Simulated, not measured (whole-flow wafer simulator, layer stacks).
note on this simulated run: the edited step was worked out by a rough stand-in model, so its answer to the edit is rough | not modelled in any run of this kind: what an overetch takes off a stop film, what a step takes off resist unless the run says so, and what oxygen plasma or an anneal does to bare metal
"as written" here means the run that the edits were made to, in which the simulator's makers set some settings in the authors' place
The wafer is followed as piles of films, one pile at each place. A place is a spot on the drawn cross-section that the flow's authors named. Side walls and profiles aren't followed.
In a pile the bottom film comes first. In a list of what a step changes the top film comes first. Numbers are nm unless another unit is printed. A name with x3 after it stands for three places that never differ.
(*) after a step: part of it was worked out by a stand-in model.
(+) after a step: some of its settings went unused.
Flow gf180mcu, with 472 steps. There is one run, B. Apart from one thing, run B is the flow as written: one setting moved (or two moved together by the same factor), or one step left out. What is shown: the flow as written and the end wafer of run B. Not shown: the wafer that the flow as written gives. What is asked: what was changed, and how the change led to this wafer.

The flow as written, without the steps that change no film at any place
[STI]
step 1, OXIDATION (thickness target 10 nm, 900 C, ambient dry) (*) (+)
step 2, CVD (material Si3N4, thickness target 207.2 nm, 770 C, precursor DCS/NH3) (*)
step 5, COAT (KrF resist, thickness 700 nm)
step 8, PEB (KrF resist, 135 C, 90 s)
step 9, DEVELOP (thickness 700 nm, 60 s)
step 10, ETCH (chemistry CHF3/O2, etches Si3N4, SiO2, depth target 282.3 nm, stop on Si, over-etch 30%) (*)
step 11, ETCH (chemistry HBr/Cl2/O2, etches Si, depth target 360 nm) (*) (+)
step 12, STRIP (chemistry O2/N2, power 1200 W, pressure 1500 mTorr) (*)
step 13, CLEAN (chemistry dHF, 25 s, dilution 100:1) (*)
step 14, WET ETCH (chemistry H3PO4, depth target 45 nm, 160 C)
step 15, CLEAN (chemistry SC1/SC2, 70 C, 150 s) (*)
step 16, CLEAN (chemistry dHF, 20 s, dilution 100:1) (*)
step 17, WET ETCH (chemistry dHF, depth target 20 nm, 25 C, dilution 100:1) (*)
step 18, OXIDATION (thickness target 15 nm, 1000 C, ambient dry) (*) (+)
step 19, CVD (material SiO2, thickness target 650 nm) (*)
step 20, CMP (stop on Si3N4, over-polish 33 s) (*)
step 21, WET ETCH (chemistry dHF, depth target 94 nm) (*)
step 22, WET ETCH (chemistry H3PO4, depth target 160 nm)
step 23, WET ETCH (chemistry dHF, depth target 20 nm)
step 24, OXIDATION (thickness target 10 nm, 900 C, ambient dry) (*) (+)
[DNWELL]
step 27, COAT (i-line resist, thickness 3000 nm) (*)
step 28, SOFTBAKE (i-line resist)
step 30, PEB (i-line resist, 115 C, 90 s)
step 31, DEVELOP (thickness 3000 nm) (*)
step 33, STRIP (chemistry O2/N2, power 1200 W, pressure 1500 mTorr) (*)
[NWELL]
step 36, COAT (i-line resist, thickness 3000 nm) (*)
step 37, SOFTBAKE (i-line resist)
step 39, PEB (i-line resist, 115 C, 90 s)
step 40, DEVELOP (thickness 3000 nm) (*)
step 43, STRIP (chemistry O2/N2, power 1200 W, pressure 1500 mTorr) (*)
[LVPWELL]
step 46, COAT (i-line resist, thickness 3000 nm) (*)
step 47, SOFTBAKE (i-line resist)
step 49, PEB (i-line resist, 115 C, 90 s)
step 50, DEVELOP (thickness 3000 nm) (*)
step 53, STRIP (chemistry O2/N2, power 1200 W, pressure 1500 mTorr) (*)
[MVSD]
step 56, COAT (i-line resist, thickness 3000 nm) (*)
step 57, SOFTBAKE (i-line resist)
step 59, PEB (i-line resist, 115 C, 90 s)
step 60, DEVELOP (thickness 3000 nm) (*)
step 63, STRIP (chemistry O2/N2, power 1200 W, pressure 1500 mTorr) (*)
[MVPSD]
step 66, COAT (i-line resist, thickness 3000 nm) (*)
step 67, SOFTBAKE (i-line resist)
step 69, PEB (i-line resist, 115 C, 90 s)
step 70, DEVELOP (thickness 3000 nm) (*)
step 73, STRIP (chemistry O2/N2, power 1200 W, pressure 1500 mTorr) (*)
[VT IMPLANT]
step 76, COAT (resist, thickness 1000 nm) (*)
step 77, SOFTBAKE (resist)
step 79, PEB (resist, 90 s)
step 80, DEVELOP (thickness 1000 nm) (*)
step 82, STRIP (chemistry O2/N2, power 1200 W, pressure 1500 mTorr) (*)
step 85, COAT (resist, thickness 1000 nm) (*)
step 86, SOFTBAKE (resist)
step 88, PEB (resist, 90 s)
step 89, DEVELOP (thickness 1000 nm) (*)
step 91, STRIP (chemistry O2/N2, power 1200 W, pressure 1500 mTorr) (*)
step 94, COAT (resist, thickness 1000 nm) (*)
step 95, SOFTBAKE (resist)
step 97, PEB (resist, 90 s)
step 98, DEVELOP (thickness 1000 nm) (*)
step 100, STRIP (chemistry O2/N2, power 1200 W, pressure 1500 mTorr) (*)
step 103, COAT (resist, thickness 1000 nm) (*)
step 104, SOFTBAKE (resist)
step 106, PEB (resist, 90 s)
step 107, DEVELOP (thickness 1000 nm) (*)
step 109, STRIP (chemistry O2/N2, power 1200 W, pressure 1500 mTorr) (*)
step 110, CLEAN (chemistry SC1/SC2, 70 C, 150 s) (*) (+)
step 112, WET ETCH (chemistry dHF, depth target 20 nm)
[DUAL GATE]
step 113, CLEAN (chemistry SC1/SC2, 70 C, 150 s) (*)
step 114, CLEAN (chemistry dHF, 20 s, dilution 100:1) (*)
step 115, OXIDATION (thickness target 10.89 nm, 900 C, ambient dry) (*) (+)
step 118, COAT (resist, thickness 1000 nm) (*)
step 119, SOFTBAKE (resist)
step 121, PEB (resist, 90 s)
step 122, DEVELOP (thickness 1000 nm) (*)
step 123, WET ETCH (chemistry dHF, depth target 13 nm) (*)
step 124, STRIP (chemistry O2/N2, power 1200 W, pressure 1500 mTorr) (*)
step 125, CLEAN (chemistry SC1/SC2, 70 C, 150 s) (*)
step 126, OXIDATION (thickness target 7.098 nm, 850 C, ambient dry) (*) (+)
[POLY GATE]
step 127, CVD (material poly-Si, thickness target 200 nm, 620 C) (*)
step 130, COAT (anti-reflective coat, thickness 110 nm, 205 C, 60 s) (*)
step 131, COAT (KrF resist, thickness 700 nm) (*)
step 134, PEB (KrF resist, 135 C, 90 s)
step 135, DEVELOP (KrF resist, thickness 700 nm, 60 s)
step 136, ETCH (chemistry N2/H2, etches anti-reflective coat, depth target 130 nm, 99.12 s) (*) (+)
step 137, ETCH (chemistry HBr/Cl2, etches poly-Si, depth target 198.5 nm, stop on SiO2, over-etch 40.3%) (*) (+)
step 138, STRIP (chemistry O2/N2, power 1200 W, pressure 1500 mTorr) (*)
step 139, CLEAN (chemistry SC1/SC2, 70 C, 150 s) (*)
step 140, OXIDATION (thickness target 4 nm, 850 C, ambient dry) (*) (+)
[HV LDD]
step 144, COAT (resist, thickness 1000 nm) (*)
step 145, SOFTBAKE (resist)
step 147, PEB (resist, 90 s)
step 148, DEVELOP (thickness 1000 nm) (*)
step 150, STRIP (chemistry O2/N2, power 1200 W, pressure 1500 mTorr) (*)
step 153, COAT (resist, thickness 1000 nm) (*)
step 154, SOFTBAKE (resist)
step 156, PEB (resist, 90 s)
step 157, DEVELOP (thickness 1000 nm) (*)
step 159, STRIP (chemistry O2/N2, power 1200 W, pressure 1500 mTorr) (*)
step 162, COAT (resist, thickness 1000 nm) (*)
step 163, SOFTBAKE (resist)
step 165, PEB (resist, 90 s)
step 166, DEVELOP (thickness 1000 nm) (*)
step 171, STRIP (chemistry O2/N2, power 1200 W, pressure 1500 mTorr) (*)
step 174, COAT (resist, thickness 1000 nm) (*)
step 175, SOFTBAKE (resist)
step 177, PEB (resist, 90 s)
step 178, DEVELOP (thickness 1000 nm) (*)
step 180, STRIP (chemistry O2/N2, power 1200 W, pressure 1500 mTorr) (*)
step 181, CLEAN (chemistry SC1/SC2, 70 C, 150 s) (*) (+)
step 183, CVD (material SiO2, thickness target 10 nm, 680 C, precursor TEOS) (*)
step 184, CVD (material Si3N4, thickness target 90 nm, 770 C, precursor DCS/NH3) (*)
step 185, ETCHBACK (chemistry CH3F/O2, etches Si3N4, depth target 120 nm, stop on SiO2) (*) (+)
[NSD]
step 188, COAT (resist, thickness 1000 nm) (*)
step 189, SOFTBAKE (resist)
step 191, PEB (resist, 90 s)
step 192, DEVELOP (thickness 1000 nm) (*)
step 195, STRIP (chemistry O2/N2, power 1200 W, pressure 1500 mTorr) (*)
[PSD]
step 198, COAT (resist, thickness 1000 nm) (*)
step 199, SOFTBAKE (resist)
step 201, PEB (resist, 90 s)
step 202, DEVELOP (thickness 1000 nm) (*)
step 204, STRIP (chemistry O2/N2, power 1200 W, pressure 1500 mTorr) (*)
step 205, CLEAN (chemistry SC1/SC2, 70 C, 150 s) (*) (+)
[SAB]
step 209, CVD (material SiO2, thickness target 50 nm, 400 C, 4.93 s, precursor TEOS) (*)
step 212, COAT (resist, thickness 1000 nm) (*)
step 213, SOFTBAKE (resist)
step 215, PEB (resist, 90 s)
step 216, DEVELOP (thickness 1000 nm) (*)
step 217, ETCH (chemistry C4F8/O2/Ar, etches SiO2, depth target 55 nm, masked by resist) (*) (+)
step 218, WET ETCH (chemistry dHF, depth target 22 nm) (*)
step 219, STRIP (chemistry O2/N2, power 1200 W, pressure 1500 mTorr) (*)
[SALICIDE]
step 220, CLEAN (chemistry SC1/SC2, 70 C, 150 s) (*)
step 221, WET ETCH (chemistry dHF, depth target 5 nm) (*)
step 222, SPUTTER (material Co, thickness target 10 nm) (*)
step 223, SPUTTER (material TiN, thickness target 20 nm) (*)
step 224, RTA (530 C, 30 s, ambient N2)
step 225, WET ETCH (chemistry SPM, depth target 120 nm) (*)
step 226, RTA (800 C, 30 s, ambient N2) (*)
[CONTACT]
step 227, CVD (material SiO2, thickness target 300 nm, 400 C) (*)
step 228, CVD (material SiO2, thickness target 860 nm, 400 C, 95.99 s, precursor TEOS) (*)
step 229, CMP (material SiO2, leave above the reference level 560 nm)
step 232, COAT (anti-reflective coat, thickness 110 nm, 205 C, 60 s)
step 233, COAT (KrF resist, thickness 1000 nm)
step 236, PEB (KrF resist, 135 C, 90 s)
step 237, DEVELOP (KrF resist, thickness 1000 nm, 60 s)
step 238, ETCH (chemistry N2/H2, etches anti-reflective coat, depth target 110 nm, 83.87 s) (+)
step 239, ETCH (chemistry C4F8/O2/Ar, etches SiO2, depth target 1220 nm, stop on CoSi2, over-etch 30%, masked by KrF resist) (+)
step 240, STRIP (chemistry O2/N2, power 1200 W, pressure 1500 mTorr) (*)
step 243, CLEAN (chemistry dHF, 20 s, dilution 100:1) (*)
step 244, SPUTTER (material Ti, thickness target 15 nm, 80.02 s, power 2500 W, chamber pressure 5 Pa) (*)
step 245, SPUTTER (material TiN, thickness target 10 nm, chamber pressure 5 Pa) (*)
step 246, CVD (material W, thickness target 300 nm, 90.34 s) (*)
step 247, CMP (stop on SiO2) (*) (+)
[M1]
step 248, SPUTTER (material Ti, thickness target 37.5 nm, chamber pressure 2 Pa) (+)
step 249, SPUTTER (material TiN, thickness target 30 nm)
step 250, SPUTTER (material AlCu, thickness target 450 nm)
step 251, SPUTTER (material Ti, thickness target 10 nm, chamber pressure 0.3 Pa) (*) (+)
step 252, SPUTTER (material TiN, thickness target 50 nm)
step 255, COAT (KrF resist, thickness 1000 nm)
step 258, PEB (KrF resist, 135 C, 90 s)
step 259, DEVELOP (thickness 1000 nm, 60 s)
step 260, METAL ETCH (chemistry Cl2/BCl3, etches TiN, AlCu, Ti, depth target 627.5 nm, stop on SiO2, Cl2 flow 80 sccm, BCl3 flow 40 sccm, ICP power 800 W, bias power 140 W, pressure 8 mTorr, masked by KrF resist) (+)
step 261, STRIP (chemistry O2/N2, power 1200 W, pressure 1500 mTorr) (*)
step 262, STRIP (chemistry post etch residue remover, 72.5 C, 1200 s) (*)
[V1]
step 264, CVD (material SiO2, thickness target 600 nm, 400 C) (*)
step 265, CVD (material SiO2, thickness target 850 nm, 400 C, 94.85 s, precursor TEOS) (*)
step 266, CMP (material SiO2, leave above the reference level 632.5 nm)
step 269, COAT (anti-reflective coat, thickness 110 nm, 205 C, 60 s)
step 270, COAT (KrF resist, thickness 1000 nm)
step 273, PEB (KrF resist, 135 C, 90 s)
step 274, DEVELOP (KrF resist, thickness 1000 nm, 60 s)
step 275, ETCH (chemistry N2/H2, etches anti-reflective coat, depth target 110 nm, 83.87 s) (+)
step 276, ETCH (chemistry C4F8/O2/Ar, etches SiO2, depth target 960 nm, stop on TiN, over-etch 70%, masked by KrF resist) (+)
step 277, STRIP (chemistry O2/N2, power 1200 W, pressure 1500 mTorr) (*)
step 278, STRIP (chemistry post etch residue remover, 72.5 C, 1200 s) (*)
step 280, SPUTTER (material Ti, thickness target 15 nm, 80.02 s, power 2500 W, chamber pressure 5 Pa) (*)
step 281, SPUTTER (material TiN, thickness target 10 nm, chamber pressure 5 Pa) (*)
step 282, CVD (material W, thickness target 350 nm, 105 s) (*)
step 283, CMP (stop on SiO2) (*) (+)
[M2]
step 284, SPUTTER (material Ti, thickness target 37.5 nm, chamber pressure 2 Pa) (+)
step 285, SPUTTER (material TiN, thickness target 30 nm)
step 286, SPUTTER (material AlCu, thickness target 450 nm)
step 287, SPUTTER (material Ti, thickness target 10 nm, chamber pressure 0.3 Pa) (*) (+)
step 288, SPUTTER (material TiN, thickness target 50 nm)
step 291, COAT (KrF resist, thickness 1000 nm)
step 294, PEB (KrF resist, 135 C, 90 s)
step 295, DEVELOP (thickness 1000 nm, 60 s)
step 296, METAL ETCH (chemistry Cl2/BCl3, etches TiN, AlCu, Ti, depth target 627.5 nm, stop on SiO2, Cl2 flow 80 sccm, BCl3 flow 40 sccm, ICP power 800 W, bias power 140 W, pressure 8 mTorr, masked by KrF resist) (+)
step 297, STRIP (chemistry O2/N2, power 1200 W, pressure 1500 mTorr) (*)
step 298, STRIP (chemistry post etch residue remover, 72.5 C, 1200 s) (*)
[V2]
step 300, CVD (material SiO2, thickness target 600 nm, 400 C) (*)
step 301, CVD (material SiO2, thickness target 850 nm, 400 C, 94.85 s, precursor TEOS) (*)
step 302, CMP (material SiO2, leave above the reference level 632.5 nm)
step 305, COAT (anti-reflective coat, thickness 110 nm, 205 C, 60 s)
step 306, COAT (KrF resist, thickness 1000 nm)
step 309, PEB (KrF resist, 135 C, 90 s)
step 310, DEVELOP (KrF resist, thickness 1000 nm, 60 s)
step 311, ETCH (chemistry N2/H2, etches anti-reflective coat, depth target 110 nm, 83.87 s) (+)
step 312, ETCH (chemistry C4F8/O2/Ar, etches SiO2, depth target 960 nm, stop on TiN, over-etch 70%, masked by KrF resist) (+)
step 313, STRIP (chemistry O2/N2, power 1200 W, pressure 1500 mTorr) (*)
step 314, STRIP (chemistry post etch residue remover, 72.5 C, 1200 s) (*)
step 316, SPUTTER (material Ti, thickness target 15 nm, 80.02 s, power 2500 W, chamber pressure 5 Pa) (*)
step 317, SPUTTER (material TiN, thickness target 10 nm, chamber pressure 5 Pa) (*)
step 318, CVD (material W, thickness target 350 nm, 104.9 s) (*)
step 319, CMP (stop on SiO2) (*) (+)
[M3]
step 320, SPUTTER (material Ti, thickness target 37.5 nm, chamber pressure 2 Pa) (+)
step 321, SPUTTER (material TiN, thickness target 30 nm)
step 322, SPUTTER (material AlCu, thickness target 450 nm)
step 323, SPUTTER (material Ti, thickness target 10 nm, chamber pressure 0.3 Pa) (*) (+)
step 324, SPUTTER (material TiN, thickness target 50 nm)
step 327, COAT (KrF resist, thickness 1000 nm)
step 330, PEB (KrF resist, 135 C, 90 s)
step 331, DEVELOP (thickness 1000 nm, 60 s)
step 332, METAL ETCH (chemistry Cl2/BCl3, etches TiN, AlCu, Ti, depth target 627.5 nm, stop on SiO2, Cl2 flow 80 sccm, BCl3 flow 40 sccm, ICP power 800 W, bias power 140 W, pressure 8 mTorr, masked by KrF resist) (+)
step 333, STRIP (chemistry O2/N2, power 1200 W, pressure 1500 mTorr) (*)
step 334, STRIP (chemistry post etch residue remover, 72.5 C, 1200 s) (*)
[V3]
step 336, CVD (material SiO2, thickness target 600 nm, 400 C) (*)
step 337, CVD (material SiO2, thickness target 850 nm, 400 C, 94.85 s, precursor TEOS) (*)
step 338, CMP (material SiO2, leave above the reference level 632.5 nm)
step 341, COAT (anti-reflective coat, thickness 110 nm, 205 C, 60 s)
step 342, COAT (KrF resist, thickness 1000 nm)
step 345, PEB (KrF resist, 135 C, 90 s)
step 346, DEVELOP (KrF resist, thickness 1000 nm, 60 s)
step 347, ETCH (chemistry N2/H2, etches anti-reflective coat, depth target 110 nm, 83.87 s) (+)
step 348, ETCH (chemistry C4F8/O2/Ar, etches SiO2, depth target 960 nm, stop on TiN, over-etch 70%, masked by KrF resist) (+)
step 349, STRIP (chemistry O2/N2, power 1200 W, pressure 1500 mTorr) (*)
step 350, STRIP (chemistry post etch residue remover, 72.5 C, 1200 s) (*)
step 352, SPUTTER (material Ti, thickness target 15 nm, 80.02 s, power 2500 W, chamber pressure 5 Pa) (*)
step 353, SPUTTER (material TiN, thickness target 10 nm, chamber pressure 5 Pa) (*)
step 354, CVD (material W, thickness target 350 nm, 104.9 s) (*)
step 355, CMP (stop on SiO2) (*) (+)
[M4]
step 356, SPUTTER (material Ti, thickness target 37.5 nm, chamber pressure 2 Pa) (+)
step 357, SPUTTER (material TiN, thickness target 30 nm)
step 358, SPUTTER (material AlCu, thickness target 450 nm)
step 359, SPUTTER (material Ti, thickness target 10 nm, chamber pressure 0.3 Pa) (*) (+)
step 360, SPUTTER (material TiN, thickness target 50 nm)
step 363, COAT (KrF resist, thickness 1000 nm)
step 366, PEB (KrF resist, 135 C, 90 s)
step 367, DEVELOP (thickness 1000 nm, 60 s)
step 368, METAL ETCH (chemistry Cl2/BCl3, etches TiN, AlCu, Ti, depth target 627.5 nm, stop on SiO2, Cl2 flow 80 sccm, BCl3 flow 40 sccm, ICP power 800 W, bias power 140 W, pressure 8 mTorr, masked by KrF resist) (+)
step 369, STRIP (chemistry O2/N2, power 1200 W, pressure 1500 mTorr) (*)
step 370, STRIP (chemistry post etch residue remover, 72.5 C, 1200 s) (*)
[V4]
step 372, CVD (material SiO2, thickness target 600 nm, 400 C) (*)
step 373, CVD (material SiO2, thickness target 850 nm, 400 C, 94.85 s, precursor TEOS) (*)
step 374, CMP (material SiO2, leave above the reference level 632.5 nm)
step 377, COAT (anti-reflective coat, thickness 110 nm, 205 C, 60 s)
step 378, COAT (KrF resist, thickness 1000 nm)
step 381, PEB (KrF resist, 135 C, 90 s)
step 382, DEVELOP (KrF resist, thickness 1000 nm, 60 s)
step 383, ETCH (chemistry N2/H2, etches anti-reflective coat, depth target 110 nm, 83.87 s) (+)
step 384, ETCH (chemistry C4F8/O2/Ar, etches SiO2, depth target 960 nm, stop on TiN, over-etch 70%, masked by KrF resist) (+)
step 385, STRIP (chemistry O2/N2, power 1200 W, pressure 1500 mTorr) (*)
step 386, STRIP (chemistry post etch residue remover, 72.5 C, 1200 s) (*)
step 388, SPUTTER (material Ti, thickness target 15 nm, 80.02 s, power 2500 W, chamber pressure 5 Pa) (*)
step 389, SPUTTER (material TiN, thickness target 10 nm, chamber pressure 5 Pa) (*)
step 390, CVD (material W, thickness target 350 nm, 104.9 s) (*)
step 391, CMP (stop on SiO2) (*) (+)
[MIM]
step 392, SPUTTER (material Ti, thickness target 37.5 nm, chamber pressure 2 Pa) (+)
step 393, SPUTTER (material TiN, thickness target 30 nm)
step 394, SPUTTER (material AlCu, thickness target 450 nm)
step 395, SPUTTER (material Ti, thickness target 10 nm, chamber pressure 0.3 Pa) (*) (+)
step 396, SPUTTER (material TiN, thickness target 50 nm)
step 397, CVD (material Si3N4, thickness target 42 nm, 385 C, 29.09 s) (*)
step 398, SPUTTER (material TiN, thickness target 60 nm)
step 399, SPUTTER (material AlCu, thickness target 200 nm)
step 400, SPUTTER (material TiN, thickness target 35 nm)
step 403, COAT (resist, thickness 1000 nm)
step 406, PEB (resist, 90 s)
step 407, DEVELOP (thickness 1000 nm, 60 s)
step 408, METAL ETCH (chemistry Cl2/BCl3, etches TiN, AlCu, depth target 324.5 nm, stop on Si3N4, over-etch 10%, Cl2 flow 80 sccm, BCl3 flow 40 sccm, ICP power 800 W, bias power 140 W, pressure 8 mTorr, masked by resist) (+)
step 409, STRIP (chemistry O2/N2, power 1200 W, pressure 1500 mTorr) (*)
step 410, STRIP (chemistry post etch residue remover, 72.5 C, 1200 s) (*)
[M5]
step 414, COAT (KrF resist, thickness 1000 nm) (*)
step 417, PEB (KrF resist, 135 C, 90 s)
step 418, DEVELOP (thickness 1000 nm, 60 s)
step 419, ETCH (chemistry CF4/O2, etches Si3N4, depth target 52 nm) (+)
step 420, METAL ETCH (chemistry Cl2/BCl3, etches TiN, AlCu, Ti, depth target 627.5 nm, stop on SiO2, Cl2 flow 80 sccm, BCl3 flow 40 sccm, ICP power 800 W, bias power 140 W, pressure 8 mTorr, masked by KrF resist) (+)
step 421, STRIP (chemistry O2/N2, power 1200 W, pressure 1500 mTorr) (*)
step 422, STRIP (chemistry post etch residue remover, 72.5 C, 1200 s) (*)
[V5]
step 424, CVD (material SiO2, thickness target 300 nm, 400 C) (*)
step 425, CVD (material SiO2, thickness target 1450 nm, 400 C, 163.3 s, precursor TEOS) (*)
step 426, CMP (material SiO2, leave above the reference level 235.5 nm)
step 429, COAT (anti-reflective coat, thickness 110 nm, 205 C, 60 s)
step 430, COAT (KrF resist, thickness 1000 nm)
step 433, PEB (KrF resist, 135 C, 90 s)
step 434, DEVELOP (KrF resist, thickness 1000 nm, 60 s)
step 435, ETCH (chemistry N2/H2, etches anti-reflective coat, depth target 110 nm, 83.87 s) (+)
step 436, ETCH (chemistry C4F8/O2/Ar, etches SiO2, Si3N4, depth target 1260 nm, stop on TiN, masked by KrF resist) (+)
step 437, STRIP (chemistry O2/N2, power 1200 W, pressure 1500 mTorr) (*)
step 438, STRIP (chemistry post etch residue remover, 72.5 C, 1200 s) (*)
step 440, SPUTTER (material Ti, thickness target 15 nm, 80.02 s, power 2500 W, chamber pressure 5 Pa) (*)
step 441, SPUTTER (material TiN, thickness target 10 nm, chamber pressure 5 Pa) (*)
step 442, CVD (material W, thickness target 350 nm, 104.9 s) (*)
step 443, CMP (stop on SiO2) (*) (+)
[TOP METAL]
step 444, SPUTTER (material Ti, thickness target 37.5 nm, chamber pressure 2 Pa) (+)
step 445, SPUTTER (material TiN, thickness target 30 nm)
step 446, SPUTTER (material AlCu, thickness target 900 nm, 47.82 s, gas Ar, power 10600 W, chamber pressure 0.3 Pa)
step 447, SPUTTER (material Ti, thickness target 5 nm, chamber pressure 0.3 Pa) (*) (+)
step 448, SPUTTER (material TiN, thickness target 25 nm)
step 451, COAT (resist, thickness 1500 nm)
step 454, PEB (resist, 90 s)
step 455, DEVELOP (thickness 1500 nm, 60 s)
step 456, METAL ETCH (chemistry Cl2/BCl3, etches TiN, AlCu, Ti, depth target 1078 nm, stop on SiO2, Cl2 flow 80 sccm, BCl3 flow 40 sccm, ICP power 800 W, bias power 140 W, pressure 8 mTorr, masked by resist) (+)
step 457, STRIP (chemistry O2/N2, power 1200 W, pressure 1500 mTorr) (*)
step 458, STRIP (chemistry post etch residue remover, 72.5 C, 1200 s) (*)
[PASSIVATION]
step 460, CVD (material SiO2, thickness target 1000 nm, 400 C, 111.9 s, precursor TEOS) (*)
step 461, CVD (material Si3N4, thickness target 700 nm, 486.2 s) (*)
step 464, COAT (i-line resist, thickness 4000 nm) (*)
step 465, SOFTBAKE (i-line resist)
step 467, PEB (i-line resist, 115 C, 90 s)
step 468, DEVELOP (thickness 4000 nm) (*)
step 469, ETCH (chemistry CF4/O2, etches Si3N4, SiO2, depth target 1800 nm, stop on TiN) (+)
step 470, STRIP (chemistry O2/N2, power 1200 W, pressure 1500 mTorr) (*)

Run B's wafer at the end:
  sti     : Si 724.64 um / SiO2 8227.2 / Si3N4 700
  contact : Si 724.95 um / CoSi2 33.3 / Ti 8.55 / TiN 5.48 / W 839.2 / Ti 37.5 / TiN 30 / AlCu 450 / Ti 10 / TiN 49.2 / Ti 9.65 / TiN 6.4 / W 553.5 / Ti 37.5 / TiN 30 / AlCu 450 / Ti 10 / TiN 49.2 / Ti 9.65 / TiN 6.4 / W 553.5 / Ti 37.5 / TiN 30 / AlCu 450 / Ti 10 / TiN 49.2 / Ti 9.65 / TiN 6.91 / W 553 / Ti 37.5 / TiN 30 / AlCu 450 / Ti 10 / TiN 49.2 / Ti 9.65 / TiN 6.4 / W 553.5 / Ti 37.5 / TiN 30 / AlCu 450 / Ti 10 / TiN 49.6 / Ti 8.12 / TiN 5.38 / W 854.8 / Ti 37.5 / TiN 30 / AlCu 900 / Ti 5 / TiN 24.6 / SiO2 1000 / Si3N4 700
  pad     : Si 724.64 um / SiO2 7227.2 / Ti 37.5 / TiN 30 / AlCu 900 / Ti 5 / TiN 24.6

What caused this: step 353, SPUTTER: thickness target 10.8 nm was run, whereas the flow has thickness target 10 nm.

Step by step, how the change led to this:
  step 353, SPUTTER (material TiN, thickness target 10 nm, chamber pressure 5 Pa) (*)
      field, field__w1, field__w2 and 107 more: TiN gains 10.8 (new film) (as written it would have been: TiN gains 10 (new film))
      contact: TiN gains 6.91 (new film) (as written it would have been: TiN gains 6.4 (new film))
  step 355, CMP (stop on SiO2) (*) (+)
      field, field__w1, field__w2 and 107 more: W loses 350 (all of it), TiN loses 10.8 (all of it), Ti loses 15 (all of it), SiO2 loses 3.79 (as written it would have been: W loses 350 (all of it), TiN loses 10 (all of it), Ti loses 15 (all of it), SiO2 loses 3.78)
